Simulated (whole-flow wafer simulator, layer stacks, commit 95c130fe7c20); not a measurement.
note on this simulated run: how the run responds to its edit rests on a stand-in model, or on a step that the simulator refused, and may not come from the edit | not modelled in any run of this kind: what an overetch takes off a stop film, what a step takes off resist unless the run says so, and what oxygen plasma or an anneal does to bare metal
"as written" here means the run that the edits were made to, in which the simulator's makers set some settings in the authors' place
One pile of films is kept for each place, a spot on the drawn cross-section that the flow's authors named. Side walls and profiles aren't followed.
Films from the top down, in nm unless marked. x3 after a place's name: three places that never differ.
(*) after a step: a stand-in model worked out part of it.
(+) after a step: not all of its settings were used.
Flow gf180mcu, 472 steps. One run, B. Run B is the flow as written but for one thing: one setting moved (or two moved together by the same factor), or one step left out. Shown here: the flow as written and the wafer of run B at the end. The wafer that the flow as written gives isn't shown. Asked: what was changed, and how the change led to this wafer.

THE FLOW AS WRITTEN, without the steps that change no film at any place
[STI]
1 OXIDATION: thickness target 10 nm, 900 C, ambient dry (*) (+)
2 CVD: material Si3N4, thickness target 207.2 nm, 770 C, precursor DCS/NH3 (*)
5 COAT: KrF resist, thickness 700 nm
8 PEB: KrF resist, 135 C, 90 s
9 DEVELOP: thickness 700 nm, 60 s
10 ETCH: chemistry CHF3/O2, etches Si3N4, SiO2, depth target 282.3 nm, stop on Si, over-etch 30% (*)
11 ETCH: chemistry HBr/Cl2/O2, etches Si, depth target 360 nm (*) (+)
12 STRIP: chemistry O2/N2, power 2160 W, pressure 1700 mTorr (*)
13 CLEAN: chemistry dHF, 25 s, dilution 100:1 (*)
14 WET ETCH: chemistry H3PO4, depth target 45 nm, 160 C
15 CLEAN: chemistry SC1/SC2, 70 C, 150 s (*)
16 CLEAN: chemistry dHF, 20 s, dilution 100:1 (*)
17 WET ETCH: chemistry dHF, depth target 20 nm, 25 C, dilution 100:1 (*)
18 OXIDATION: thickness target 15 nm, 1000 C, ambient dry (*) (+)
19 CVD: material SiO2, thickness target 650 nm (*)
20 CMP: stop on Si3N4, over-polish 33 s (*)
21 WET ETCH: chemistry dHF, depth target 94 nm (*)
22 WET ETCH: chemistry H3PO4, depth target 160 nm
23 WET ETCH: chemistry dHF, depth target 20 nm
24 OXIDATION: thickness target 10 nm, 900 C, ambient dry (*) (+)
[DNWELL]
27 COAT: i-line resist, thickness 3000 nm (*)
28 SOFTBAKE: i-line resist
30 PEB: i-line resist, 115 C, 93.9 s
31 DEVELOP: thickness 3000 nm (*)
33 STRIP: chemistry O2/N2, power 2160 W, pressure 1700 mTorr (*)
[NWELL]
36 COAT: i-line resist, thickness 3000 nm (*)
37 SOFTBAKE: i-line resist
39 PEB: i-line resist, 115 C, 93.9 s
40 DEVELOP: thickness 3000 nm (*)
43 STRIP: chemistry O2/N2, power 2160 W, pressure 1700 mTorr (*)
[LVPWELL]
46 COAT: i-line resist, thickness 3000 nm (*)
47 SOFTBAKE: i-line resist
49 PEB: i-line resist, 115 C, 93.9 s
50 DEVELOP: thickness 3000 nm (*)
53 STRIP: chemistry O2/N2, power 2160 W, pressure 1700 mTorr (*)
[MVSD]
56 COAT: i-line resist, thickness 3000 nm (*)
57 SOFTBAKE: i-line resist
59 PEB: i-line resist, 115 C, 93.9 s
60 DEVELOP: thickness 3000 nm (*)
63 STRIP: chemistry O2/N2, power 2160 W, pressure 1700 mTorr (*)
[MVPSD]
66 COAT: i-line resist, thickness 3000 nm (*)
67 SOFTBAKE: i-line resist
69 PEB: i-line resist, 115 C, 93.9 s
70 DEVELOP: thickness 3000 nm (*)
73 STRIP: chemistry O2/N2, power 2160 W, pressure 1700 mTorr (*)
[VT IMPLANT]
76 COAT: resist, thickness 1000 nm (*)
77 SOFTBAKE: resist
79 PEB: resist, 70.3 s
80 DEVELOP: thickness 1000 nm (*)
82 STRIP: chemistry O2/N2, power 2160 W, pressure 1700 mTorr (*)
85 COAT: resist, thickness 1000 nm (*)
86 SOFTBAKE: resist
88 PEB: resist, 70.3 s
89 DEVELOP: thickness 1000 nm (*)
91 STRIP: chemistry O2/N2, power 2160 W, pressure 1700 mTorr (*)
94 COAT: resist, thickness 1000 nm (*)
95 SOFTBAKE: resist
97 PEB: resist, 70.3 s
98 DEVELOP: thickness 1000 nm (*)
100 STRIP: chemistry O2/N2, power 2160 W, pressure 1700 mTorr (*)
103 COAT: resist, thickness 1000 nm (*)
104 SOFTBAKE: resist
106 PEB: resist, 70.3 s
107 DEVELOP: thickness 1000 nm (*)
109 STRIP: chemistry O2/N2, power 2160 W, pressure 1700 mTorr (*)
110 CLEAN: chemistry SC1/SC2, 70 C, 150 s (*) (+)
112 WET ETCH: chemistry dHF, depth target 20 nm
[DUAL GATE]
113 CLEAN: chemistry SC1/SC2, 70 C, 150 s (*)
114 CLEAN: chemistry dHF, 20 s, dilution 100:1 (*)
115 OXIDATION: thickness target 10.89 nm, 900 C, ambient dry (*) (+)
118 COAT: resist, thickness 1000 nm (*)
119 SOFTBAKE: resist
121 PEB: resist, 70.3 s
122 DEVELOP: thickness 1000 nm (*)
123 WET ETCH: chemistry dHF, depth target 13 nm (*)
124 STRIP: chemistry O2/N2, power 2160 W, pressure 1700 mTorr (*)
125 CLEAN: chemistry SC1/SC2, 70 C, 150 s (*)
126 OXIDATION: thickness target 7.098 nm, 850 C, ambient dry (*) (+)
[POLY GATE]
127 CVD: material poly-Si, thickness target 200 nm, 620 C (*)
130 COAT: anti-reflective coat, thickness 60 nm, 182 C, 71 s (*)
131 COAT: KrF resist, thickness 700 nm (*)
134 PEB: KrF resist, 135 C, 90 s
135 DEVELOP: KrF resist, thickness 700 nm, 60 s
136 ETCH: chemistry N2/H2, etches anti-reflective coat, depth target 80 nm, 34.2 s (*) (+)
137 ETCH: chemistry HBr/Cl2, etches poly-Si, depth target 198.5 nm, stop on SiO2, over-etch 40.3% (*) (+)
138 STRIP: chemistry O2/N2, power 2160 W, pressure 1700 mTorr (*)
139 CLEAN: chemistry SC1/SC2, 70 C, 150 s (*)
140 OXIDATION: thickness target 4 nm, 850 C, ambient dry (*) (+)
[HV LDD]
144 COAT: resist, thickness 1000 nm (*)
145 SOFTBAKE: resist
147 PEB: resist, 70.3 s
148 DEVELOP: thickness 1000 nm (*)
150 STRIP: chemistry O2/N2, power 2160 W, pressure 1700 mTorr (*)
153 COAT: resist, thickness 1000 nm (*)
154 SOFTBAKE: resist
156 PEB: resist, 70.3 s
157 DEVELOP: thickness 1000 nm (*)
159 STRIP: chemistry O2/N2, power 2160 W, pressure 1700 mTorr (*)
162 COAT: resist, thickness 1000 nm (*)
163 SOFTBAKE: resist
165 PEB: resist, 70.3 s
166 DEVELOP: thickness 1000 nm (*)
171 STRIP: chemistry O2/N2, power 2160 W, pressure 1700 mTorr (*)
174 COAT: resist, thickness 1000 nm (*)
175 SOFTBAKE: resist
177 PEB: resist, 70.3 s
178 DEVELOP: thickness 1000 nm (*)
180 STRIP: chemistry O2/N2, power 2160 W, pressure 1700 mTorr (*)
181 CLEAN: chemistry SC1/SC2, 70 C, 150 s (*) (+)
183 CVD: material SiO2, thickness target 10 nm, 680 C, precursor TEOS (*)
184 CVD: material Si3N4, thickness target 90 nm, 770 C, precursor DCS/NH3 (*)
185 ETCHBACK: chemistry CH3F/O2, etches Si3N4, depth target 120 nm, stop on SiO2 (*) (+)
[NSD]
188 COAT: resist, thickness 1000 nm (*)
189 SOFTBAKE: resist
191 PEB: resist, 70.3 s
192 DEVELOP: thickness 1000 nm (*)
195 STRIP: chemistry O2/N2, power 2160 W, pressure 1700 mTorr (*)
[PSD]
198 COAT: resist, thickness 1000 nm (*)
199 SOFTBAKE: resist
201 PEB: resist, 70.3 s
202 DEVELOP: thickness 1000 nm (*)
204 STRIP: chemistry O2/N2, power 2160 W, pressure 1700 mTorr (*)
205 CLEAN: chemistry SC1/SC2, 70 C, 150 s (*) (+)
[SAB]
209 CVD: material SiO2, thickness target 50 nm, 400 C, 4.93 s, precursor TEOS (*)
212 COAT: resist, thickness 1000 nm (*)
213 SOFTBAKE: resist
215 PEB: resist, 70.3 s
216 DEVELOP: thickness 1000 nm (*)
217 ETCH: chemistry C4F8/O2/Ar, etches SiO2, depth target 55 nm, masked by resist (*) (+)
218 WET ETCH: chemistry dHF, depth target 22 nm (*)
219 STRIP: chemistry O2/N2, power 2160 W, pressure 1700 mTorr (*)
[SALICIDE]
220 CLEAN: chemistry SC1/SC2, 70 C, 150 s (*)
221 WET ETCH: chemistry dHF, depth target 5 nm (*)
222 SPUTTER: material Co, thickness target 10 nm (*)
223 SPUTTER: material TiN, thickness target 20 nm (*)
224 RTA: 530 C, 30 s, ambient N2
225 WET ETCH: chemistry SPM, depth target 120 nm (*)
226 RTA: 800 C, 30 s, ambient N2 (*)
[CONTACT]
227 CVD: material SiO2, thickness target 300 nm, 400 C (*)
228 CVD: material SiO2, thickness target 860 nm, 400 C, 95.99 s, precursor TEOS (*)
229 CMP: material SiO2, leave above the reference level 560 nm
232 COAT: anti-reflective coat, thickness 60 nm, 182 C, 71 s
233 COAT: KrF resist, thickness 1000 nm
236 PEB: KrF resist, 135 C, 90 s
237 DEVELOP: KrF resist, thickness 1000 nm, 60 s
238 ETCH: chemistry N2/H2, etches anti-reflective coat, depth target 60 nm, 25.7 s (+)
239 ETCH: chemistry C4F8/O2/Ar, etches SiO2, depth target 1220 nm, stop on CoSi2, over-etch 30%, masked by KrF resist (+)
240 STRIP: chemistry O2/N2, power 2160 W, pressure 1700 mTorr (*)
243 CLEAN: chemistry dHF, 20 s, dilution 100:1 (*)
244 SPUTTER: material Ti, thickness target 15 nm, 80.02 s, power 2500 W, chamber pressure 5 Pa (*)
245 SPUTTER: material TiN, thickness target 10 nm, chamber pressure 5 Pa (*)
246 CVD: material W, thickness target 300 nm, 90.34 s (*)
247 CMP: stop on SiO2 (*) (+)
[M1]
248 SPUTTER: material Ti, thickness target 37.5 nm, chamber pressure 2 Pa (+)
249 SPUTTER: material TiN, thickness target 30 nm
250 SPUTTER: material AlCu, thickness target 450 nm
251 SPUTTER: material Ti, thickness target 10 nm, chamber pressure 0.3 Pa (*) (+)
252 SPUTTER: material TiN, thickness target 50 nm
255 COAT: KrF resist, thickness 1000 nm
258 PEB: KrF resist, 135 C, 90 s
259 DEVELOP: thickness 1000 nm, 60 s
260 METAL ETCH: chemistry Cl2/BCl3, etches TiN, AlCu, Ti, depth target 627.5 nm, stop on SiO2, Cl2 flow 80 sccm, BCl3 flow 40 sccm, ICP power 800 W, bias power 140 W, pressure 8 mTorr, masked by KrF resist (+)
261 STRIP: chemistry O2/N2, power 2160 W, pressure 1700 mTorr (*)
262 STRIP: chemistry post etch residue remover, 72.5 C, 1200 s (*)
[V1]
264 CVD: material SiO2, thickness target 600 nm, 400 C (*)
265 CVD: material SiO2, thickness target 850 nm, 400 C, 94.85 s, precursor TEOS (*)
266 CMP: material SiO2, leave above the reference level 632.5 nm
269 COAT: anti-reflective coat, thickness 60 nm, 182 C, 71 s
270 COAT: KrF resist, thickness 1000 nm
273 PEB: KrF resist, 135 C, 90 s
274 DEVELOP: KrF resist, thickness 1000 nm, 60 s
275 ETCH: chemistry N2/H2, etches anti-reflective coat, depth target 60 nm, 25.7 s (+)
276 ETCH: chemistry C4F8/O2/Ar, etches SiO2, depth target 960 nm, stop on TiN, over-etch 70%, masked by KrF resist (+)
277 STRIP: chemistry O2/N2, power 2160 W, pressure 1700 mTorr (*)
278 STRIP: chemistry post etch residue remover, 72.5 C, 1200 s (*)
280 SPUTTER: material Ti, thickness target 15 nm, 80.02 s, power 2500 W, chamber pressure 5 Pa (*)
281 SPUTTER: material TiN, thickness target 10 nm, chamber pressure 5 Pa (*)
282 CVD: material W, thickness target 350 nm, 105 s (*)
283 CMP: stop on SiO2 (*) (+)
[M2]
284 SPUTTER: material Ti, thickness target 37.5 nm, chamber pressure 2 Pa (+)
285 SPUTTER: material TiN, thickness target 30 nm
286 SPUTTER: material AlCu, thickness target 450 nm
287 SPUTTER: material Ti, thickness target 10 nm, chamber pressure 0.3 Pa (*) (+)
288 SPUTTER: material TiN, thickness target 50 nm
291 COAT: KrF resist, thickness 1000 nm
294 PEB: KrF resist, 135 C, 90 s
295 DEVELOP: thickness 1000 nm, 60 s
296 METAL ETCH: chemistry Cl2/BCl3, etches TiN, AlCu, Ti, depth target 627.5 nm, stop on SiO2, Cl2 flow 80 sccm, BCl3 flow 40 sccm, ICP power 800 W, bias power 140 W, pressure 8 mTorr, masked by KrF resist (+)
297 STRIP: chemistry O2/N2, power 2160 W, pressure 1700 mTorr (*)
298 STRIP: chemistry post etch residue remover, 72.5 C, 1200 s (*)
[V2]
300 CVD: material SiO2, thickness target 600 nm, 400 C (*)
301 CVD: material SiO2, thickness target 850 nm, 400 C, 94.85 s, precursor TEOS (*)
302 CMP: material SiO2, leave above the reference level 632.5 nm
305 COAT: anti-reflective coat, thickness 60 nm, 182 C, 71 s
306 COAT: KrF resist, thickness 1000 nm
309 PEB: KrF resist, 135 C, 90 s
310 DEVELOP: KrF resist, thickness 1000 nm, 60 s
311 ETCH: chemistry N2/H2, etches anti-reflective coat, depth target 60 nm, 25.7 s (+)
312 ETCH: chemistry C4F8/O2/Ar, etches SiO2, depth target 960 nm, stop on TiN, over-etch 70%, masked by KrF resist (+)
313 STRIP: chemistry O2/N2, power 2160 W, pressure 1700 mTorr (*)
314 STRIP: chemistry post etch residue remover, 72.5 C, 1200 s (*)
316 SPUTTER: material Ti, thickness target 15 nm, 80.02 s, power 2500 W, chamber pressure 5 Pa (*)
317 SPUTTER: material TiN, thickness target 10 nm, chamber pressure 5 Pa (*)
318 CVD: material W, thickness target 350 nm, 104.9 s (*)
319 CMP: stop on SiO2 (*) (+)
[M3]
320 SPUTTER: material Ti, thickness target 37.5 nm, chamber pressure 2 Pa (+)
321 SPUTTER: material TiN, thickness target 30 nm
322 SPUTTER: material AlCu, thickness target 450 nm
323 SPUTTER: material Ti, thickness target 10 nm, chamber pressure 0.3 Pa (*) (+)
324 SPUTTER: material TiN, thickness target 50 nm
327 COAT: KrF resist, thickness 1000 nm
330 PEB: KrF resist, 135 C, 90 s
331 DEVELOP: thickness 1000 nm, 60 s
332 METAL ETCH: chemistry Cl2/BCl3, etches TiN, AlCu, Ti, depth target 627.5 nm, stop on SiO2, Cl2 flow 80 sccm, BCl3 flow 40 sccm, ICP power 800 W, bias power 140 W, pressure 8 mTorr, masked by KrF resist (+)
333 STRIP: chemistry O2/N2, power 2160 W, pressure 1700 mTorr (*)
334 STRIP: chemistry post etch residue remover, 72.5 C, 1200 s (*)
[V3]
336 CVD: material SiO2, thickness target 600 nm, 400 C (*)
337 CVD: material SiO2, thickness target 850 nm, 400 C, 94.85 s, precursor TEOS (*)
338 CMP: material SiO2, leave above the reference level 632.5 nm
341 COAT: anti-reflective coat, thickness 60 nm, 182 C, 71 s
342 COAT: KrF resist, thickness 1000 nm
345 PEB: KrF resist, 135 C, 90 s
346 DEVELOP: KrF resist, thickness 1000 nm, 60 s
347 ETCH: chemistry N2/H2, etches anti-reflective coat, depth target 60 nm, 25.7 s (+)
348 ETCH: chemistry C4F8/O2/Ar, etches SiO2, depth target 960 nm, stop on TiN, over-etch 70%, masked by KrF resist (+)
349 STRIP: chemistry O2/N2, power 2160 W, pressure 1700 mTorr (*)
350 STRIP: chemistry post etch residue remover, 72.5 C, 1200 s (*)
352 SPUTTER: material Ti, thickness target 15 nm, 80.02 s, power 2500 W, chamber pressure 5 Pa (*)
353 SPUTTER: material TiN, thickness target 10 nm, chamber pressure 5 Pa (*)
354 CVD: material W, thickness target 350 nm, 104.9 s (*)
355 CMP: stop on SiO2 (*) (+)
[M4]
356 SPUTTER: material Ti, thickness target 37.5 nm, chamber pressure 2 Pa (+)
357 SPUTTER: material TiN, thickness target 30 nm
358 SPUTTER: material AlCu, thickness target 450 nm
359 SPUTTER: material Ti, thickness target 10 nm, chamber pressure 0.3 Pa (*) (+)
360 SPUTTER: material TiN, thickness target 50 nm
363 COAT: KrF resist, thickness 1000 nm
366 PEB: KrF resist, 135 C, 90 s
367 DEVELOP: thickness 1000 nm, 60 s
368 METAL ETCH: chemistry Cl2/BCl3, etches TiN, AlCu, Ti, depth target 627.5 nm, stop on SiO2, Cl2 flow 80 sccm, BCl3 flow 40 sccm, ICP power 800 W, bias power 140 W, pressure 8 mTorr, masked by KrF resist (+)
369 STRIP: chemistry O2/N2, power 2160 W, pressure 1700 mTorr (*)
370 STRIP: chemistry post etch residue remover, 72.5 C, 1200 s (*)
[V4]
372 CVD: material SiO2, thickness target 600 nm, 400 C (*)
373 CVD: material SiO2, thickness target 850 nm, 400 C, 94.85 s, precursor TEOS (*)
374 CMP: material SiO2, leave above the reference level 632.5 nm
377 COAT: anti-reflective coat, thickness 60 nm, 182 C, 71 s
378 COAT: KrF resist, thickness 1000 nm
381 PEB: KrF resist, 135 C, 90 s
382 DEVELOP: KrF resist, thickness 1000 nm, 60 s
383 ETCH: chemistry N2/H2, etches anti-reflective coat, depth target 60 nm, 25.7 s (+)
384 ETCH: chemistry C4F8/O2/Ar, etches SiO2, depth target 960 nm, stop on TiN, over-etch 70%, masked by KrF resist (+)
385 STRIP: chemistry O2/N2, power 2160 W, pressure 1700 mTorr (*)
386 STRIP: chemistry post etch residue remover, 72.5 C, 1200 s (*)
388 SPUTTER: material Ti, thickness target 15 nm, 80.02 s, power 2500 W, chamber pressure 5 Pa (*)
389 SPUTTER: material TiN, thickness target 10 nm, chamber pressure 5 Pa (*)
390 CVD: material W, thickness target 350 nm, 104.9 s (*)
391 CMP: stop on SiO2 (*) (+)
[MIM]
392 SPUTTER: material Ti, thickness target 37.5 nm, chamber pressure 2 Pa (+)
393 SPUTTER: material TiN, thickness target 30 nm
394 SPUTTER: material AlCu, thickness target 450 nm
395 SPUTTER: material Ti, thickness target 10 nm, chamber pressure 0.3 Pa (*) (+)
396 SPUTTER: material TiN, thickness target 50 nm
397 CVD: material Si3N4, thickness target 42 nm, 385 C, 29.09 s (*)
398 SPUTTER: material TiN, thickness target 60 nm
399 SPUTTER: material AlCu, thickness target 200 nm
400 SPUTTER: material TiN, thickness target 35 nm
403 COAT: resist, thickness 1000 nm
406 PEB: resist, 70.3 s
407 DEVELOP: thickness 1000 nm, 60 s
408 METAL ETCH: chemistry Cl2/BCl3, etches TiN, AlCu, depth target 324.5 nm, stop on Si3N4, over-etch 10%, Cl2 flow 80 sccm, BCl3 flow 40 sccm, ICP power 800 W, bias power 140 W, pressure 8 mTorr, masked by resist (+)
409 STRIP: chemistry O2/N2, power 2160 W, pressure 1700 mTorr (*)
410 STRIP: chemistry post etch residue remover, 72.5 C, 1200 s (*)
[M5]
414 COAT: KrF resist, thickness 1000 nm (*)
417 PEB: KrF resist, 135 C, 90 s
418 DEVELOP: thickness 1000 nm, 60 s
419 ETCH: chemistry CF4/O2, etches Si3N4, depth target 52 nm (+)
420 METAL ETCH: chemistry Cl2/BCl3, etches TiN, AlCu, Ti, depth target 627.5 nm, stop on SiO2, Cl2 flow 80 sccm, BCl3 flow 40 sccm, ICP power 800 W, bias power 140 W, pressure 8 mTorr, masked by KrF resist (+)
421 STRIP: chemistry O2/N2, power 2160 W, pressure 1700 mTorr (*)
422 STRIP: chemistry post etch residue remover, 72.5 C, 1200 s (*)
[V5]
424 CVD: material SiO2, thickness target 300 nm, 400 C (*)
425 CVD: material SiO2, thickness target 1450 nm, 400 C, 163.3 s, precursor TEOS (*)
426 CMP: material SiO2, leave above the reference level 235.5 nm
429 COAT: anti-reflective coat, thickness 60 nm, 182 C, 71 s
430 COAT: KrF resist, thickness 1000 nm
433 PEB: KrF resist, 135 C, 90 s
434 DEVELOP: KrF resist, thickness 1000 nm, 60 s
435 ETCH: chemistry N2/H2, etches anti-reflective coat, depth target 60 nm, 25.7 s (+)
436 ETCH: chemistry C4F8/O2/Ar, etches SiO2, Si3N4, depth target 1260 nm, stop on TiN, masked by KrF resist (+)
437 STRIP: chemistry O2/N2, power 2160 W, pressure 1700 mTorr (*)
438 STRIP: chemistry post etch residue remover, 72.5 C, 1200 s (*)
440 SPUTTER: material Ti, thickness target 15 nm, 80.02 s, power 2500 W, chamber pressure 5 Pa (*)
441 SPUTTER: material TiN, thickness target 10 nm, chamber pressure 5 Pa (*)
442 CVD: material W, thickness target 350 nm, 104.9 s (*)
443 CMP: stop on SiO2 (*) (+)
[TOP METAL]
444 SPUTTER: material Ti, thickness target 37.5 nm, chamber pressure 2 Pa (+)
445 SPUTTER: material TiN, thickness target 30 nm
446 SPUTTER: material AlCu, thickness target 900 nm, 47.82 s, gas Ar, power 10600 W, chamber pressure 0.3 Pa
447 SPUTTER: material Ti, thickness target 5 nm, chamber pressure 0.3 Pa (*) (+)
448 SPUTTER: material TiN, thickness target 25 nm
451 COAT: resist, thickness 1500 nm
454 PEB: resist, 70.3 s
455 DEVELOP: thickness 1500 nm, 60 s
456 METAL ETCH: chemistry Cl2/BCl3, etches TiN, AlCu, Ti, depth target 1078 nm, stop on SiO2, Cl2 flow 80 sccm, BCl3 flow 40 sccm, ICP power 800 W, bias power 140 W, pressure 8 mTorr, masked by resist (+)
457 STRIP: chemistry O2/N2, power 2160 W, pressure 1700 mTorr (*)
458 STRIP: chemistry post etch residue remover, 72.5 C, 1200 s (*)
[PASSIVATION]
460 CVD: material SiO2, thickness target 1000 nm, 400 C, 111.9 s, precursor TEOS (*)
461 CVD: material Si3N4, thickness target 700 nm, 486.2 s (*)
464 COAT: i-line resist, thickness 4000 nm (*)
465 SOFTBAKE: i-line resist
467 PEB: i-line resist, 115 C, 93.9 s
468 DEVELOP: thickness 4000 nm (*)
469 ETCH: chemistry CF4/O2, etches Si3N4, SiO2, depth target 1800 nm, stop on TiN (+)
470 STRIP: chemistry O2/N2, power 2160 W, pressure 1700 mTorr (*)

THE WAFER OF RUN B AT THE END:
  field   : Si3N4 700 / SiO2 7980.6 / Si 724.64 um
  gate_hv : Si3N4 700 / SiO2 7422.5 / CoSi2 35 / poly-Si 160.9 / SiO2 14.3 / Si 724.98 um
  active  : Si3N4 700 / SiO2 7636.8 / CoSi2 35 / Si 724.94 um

The cause: step 266, CMP: leave above the reference level 385.8 nm was run, where the flow has leave above the reference level 632.5 nm.

How the change led to this, step by step:
  266 CMP: material SiO2, leave above the reference level 632.5 nm
      field, field__w1, field__w2 and 99 more: SiO2 -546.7 (as written it would be: SiO2 -300)
      field__w8, contact, m1 and 6 more: SiO2 -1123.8 (as written it would be: SiO2 -877.1)
  276 ETCH: chemistry C4F8/O2/Ar, etches SiO2, depth target 960 nm, stop on TiN, over-etch 70%, masked by KrF resist (+)
      field, field__w1, field__w2 and 107 more: KrF resist -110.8 (as written it would be: KrF resist -192)
      contact: SiO2 -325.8 (all of it) (as written it would be: SiO2 -572.5 (all of it))
  277 STRIP: chemistry O2/N2, power 2160 W, pressure 1700 mTorr (*)
      field, field__w1, field__w2 and 107 more: KrF resist -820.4 (all of it), anti-reflective coat -60 (all of it) (as written it would be: KrF resist -739.2 (all of it), anti-reflective coat -60 (all of it))
  280 SPUTTER: material Ti, thickness target 15 nm, 80.02 s, power 2500 W, chamber pressure 5 Pa (*)
      contact: Ti +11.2 (new film) (as written it would be: Ti +9.65 (new film))
  281 SPUTTER: material TiN, thickness target 10 nm, chamber pressure 5 Pa (*)
      contact: TiN +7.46 (new film) (as written it would be: TiN +6.4 (new film))
  282 CVD: material W, thickness target 350 nm, 105 s (*)
      contact: W +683 (new film) (as written it would be: W +932.3 (new film))
